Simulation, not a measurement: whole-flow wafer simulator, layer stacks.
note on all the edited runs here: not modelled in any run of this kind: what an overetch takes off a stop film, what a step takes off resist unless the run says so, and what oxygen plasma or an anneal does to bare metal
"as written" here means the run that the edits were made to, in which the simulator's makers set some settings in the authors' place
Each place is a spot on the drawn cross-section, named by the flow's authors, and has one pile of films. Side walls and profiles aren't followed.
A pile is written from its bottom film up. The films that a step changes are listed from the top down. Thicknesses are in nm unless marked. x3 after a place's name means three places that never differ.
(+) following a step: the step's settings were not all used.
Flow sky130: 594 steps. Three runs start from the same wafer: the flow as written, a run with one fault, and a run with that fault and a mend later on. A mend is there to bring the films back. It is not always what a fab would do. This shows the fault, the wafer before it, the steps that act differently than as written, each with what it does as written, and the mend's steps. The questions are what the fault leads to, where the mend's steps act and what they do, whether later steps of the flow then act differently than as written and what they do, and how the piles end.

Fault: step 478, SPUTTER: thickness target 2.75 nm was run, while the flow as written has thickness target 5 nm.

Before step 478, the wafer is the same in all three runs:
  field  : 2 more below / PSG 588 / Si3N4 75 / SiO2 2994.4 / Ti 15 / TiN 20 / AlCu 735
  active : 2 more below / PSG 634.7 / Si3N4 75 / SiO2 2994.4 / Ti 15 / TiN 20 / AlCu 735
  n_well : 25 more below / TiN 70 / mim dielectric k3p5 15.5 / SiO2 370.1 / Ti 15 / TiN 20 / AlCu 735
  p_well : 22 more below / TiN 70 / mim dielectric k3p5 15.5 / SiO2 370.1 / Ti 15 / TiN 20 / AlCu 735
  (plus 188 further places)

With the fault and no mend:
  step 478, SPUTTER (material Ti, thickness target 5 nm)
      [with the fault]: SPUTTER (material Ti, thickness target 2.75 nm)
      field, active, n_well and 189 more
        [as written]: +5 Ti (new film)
        [with the fault]: +2.75 Ti (new film)
  Steps further on in the flow that do not act as written (19 more steps, not shown, differ only slightly: by at most 2% or 0.5 nm, whichever is larger):
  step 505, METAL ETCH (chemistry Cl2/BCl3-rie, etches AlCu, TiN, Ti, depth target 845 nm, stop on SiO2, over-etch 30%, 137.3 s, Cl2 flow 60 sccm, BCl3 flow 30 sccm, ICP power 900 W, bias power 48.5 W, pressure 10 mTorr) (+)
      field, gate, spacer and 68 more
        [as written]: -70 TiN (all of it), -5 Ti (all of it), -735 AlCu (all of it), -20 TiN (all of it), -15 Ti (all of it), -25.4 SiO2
        [with the fault]: -70 TiN (all of it), -2.75 Ti (all of it), -735 AlCu (all of it), -20 TiN (all of it), -15 Ti (all of it), -25.6 SiO2
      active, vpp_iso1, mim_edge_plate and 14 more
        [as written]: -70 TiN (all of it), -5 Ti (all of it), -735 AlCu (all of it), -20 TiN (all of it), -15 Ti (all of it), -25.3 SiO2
        [with the fault]: -70 TiN (all of it), -2.75 Ti (all of it), -735 AlCu (all of it), -20 TiN (all of it), -15 Ti (all of it), -25.6 SiO2
  By the end, the piles at n_well, p_well, gate_hv and 102 more depart from the flow's by more than 2% or 0.5 nm, whichever is larger.
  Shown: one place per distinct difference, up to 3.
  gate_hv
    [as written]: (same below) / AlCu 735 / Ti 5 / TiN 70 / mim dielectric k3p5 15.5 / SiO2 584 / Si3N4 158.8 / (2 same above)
    [with the fault]: (same below) / AlCu 735 / Ti 2.75 / TiN 70 / mim dielectric k3p5 15.5 / SiO2 586.2 / Si3N4 158.8 / (2 same above)
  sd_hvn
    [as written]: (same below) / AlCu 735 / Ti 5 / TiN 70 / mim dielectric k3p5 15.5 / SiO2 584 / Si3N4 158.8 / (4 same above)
    [with the fault]: (same below) / AlCu 735 / Ti 2.75 / TiN 70 / mim dielectric k3p5 15.5 / SiO2 586.2 / Si3N4 158.8 / (4 same above)
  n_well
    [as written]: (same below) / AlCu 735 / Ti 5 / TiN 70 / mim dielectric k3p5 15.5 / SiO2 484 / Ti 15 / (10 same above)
    [with the fault]: (same below) / AlCu 735 / Ti 2.75 / TiN 70 / mim dielectric k3p5 15.5 / SiO2 486.3 / Ti 15 / (10 same above)

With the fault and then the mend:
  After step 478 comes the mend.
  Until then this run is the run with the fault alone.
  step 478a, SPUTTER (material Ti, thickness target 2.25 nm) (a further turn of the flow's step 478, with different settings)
      field, active, n_well and 189 more
        +2.25 Ti
  None of the later steps of the flow acts differently than as written at any place that is followed.
  By the end, the piles equal the flow's at every place that both follow.
